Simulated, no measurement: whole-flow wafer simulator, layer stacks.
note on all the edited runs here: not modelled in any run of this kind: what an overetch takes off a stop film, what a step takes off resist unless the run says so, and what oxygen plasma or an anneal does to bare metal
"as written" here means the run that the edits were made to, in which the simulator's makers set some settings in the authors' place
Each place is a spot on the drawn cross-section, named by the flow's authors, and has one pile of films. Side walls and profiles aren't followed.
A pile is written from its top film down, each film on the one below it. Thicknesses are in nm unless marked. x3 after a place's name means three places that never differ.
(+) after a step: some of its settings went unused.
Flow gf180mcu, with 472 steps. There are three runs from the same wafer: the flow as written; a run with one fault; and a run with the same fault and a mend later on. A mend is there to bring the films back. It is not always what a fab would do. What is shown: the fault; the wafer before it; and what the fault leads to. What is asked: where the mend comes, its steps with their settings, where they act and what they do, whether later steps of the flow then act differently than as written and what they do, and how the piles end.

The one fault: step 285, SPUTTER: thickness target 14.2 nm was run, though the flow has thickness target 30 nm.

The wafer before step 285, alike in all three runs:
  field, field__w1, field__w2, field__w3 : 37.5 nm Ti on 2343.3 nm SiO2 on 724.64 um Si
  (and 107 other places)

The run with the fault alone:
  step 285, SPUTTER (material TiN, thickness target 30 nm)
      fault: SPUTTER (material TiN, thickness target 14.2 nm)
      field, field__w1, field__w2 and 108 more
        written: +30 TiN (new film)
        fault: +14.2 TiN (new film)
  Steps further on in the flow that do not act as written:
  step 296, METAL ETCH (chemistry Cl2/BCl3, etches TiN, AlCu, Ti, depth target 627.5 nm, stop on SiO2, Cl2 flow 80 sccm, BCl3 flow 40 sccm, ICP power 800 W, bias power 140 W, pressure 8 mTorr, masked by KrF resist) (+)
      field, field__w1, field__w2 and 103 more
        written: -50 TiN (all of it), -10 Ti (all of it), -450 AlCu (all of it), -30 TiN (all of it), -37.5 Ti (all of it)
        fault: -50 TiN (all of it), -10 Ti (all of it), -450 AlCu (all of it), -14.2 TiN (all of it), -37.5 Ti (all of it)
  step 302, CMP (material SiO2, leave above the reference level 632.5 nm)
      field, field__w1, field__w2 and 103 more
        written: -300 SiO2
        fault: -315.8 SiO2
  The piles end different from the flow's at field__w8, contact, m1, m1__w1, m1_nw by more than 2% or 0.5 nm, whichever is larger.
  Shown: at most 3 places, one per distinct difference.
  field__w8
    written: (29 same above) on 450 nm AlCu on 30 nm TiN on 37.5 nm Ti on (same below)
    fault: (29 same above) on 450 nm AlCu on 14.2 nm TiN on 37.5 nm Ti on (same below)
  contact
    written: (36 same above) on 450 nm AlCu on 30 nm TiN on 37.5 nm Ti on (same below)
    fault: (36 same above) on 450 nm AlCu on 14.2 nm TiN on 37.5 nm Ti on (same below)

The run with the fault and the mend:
  After step 285 comes the mend.
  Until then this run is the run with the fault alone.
  step 285a, SPUTTER (material TiN, thickness target 15.8 nm) (the flow's step 285 again, with other settings)
      field, field__w1, field__w2 and 108 more
        +15.8 TiN
  Every later step of the flow that is run acts as written at every place that is followed.
  By the end, the piles equal the flow's at every place that both follow.
